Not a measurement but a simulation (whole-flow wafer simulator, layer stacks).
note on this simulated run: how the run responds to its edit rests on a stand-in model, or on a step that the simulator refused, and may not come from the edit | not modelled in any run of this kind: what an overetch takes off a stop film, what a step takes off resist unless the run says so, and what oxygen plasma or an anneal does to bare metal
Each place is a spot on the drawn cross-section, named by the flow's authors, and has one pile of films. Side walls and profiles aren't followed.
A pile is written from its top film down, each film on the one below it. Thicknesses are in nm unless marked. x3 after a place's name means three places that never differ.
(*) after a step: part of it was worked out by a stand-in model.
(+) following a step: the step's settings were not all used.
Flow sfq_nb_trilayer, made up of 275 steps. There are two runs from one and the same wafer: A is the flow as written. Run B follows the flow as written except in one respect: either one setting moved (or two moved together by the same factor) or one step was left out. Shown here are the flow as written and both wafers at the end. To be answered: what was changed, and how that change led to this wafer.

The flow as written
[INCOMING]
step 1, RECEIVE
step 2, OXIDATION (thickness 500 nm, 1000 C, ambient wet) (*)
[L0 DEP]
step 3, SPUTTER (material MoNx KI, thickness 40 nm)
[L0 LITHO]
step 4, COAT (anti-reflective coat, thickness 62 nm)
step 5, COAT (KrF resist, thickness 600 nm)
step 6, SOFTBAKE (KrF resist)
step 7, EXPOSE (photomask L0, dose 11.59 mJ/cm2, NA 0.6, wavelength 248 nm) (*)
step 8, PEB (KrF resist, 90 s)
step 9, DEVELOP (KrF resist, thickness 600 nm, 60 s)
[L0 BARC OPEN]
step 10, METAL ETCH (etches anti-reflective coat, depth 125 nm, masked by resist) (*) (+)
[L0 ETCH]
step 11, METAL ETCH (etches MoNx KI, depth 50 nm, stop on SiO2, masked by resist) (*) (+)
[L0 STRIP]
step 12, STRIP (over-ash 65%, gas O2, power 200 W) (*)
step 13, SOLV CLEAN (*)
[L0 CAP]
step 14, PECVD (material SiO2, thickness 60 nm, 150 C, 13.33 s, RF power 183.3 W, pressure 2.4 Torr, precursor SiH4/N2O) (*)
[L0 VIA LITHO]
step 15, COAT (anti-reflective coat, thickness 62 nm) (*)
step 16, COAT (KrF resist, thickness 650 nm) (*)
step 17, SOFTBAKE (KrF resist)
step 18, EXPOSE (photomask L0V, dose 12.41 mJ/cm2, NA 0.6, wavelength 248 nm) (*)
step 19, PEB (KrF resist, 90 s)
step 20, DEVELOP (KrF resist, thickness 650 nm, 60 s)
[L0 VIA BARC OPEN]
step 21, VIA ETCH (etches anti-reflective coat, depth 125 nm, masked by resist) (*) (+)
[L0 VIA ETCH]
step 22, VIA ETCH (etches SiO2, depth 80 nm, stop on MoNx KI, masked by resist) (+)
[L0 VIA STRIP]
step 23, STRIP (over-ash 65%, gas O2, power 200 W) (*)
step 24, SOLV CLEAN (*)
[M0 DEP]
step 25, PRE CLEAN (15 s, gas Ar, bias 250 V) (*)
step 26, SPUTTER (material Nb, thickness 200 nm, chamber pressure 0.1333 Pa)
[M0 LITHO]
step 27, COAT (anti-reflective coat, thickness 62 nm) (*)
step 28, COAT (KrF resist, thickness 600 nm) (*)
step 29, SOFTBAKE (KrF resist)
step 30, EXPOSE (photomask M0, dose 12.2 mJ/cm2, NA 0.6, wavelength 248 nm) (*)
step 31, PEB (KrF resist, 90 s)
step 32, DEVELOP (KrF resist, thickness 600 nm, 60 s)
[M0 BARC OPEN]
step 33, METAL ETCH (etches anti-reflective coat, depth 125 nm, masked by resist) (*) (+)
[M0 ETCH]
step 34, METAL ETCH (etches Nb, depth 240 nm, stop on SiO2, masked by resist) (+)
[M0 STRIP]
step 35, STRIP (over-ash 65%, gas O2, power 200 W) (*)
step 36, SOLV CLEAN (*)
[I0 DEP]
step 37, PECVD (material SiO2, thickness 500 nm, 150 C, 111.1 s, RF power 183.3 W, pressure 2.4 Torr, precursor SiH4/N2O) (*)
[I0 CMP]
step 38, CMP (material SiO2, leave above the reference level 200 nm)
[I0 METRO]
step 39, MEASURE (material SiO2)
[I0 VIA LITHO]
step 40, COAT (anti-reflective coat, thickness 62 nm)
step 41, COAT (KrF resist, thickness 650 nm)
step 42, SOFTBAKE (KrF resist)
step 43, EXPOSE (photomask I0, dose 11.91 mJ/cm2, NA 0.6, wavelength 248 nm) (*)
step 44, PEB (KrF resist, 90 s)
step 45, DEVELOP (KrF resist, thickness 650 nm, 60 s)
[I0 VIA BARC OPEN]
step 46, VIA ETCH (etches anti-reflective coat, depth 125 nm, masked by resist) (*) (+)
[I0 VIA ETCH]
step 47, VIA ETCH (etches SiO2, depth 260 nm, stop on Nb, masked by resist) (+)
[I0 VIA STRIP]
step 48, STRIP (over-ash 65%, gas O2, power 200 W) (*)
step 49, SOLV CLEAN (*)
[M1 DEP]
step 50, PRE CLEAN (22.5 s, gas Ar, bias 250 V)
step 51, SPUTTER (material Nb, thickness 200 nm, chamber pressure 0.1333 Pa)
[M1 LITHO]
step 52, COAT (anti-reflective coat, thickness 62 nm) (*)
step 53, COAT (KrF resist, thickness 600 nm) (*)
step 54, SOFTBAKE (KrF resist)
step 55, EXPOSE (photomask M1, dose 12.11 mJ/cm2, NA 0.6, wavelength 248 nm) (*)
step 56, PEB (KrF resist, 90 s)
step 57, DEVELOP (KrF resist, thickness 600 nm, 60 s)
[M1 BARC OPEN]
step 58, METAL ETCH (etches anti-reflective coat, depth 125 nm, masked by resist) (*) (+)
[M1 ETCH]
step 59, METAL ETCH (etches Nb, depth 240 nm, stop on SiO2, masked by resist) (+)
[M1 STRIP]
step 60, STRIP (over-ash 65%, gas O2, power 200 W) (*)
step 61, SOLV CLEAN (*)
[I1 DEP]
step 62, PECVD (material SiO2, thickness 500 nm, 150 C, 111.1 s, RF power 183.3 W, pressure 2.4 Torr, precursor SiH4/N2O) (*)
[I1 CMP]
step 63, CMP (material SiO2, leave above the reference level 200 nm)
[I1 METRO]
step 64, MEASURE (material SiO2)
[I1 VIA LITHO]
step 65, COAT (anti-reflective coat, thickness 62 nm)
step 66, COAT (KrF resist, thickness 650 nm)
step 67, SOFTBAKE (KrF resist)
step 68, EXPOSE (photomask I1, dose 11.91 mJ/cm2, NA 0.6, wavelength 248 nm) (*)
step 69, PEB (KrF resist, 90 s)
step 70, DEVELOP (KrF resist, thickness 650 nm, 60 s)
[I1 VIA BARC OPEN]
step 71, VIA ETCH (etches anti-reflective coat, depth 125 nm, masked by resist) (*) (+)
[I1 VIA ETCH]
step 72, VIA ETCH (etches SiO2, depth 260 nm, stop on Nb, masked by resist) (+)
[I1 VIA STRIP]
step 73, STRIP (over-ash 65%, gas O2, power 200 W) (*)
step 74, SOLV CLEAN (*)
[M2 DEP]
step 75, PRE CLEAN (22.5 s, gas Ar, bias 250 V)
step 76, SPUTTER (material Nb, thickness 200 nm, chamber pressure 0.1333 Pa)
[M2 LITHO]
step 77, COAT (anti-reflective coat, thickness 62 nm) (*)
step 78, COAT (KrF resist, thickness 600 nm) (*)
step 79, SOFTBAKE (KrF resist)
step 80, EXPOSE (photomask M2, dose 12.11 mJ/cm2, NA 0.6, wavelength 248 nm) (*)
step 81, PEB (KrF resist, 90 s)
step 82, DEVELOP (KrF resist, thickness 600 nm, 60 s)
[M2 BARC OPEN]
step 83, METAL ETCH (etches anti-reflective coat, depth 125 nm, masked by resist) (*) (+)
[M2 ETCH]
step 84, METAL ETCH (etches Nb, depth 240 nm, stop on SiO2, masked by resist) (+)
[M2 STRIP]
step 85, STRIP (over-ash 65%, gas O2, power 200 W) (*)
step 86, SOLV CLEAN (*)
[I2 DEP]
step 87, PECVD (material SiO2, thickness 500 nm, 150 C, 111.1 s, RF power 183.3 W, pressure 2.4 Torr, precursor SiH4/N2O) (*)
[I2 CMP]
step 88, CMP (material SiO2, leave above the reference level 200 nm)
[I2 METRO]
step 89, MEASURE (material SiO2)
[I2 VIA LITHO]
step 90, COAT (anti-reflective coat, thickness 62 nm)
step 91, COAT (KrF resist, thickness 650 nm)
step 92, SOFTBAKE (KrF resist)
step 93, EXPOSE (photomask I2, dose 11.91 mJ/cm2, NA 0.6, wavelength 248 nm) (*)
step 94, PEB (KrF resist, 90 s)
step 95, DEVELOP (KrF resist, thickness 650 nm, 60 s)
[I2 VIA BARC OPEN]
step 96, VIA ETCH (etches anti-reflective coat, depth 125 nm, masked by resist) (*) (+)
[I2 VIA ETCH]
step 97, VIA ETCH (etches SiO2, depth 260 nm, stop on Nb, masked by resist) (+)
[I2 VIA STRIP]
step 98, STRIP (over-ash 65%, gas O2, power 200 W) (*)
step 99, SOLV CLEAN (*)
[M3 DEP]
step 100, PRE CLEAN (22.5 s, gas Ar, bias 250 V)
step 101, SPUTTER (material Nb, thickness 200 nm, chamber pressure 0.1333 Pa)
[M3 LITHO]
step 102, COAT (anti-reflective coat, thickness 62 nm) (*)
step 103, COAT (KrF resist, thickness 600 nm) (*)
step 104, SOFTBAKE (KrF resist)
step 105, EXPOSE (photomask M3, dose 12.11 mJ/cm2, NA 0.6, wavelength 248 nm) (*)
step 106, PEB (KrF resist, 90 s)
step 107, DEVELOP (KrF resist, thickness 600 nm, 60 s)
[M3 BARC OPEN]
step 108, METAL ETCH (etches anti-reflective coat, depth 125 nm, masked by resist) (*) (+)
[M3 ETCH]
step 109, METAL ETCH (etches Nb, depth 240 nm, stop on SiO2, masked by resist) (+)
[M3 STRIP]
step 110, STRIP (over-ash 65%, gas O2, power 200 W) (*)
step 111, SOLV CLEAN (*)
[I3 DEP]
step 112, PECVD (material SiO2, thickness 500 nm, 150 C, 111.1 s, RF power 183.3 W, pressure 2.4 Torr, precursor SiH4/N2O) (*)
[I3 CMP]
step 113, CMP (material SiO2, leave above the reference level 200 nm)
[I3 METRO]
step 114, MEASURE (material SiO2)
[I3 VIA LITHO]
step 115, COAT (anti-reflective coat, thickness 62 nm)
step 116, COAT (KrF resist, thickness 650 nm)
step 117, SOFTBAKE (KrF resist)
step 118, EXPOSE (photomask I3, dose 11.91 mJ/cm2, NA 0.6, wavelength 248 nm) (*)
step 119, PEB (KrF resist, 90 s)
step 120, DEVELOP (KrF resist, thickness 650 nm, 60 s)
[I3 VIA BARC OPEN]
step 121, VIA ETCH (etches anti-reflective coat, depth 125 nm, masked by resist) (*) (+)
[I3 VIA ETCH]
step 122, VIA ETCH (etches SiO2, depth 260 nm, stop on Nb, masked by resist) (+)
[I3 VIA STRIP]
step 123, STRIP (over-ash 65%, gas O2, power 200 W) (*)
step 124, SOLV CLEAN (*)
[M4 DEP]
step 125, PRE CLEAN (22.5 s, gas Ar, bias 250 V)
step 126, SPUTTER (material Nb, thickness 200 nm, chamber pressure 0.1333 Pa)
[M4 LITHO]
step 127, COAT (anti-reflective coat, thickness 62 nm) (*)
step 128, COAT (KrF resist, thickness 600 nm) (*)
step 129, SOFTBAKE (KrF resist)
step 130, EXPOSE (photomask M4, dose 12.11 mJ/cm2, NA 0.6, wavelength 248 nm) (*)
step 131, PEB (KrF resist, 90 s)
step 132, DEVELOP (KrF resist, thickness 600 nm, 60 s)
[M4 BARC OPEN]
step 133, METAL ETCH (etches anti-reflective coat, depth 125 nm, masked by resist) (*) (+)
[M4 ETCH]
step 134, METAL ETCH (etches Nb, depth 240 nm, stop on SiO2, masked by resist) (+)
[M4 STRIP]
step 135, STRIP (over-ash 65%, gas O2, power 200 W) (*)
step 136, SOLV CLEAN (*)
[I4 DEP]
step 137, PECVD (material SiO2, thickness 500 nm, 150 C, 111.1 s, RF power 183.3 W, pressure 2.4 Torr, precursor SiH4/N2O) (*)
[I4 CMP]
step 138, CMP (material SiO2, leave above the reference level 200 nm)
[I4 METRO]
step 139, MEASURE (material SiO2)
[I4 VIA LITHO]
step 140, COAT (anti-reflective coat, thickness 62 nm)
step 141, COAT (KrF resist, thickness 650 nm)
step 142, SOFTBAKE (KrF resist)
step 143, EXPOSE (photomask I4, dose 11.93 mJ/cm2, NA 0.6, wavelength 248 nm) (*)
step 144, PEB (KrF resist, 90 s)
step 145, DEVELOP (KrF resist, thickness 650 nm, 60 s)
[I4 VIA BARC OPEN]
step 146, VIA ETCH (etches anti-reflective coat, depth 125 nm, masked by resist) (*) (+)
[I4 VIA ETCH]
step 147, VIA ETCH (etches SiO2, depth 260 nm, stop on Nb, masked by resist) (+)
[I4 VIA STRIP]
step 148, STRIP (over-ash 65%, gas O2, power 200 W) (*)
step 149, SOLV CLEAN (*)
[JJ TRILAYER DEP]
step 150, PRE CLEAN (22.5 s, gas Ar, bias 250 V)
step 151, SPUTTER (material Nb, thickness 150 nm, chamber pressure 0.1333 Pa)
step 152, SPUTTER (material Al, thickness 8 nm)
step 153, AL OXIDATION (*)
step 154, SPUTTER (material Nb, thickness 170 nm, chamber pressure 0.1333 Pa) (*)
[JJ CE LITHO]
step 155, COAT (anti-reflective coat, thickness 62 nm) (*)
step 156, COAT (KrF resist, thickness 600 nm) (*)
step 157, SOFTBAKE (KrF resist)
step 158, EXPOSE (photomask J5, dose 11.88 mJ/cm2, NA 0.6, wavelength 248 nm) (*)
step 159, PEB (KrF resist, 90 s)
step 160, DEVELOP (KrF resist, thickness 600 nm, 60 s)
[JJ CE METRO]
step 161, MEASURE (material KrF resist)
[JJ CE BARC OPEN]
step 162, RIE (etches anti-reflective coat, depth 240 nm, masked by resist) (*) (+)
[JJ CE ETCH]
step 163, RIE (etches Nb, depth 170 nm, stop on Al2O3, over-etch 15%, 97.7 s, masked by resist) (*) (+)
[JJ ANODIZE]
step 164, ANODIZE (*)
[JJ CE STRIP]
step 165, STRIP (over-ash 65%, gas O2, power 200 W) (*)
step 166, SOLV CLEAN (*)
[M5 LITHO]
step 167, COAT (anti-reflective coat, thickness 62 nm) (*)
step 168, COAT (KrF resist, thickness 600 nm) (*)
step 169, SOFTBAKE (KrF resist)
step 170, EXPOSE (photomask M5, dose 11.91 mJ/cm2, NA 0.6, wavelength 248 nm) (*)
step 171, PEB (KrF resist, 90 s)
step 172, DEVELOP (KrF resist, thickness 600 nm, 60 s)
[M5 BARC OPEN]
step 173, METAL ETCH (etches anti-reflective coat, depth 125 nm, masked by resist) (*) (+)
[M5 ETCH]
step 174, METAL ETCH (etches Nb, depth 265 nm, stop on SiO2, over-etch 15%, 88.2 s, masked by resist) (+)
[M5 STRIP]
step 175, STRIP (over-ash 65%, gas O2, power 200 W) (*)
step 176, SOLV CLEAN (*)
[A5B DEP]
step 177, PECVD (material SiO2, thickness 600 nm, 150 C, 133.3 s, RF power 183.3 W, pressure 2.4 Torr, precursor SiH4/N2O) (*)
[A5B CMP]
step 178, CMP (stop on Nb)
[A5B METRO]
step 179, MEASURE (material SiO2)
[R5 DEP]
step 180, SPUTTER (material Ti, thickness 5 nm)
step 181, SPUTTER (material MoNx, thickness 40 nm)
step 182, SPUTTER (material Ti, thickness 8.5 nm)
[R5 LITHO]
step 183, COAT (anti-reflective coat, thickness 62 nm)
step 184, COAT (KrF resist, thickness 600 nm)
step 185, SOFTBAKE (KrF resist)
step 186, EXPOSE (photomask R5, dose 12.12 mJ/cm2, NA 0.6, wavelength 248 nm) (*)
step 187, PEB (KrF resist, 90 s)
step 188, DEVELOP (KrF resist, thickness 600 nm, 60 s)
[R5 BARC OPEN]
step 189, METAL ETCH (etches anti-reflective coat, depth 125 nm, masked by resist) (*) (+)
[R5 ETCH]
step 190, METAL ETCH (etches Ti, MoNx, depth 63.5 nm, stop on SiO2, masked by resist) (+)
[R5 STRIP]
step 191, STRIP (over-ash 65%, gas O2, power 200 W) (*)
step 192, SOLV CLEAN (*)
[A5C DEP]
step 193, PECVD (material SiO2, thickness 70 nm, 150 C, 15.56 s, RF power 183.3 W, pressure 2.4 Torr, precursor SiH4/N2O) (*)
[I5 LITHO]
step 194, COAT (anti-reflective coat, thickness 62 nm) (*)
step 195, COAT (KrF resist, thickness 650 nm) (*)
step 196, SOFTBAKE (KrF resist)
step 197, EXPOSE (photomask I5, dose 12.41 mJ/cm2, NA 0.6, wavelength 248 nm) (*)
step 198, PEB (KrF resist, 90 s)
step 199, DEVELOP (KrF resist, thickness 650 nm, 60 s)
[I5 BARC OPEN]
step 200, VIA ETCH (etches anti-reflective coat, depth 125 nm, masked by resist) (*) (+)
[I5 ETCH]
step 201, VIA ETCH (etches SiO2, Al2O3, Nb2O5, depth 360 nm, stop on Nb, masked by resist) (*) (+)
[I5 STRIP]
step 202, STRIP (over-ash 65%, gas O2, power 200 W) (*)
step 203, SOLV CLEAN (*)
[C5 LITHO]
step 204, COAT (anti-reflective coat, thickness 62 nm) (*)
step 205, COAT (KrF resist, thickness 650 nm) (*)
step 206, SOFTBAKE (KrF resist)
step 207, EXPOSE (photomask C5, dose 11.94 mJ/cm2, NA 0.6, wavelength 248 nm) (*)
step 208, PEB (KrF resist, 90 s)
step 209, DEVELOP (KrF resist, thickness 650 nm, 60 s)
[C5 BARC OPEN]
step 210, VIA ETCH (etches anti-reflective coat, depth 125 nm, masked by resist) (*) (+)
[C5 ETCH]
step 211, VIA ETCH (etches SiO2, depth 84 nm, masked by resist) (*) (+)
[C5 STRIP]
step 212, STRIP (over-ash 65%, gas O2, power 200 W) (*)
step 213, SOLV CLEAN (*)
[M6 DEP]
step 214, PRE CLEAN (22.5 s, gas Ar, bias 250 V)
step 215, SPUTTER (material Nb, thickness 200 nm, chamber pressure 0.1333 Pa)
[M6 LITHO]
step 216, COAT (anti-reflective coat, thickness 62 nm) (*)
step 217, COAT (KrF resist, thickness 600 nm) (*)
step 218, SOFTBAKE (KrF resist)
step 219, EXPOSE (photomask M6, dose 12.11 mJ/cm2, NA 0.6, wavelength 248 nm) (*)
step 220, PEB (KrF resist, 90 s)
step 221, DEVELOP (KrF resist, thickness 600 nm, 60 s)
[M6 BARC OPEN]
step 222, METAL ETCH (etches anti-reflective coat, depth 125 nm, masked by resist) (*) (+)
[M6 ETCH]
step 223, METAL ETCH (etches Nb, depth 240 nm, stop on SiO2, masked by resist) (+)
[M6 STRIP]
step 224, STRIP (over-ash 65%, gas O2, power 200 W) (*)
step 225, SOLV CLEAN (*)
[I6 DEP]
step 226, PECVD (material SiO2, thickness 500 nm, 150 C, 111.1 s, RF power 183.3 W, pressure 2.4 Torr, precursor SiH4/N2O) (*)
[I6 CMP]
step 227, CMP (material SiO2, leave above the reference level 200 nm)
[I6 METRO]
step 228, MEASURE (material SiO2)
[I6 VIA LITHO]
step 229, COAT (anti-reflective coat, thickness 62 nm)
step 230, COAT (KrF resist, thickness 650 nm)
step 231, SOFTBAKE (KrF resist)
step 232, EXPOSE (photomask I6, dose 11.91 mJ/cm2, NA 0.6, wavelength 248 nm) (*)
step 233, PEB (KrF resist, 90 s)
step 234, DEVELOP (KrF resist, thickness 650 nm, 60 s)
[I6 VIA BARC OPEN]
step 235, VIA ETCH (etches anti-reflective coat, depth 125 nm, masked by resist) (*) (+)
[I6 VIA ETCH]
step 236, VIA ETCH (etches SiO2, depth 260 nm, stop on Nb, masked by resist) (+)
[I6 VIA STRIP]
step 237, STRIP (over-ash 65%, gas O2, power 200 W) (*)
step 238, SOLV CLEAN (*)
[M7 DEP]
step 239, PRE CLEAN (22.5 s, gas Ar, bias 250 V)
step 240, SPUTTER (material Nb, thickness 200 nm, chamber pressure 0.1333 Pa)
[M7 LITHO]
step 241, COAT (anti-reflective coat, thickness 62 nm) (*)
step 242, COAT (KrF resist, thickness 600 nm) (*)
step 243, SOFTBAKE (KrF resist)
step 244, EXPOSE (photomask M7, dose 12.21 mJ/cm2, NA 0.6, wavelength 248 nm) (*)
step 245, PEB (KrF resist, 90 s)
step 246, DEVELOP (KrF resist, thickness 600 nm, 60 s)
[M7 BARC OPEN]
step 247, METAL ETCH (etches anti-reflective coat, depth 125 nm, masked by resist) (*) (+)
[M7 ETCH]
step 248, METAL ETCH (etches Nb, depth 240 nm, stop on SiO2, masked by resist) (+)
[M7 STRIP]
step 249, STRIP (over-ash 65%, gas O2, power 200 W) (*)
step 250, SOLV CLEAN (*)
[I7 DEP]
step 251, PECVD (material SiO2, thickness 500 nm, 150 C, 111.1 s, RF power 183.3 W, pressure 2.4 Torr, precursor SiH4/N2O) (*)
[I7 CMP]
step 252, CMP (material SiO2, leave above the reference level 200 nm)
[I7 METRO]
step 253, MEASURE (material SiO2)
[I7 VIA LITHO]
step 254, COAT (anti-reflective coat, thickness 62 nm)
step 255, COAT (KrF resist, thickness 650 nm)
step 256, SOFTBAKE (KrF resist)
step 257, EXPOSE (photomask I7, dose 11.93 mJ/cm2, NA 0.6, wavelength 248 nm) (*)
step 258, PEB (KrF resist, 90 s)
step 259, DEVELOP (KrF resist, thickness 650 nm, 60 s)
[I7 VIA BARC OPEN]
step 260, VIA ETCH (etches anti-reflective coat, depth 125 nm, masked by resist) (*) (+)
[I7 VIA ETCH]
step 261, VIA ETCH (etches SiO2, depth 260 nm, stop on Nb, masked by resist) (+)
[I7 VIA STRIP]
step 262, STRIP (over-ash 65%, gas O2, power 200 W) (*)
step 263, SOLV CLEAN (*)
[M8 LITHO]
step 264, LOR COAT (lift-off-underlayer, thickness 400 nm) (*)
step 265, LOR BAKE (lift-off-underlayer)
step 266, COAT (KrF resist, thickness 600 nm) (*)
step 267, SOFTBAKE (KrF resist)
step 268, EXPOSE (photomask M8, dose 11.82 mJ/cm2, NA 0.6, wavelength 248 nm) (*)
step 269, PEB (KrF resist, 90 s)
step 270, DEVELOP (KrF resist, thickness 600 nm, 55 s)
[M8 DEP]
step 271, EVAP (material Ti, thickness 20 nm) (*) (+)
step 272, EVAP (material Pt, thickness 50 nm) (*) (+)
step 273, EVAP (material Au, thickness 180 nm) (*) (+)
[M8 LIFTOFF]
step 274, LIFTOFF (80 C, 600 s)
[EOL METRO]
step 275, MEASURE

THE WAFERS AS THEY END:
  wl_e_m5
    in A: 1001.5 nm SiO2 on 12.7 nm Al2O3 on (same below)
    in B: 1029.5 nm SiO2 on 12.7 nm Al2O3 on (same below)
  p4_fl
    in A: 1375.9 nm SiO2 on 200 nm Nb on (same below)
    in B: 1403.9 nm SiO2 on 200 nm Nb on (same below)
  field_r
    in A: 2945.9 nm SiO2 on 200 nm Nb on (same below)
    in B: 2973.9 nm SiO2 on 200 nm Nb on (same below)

The reason: step 240, SPUTTER: thickness 228 nm was run, though the flow has thickness 200 nm.

How this came from the change, step by step:
  step 240, SPUTTER (material Nb, thickness 200 nm, chamber pressure 0.1333 Pa)
      field_l, v_sur, via_wl and 102 more: A +200 Nb (new film) | B +228 Nb (new film)
      via_v: A +161.1 Nb | B +183.8 Nb
  step 248, METAL ETCH (etches Nb, depth 240 nm, stop on SiO2, masked by resist) (+)
      field_l, field_r, lsp_l and 62 more: A -200 Nb (all of it) | B -228 Nb (all of it)
  step 251, PECVD (material SiO2, thickness 500 nm, 150 C, 111.1 s, RF power 183.3 W, pressure 2.4 Torr, precursor SiH4/N2O) (*)
      m7r_space_l, m7r_space_r: A +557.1 SiO2 | B +585.1 SiO2
  step 252, CMP (material SiO2, leave above the reference level 200 nm)
      field_l, p4_fl, p4_fm and 56 more: A -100 SiO2 | B -72 SiO2
      field_r, lsp_l: A -77.7 SiO2 | B -46.5 SiO2
      (also at 2 further places)
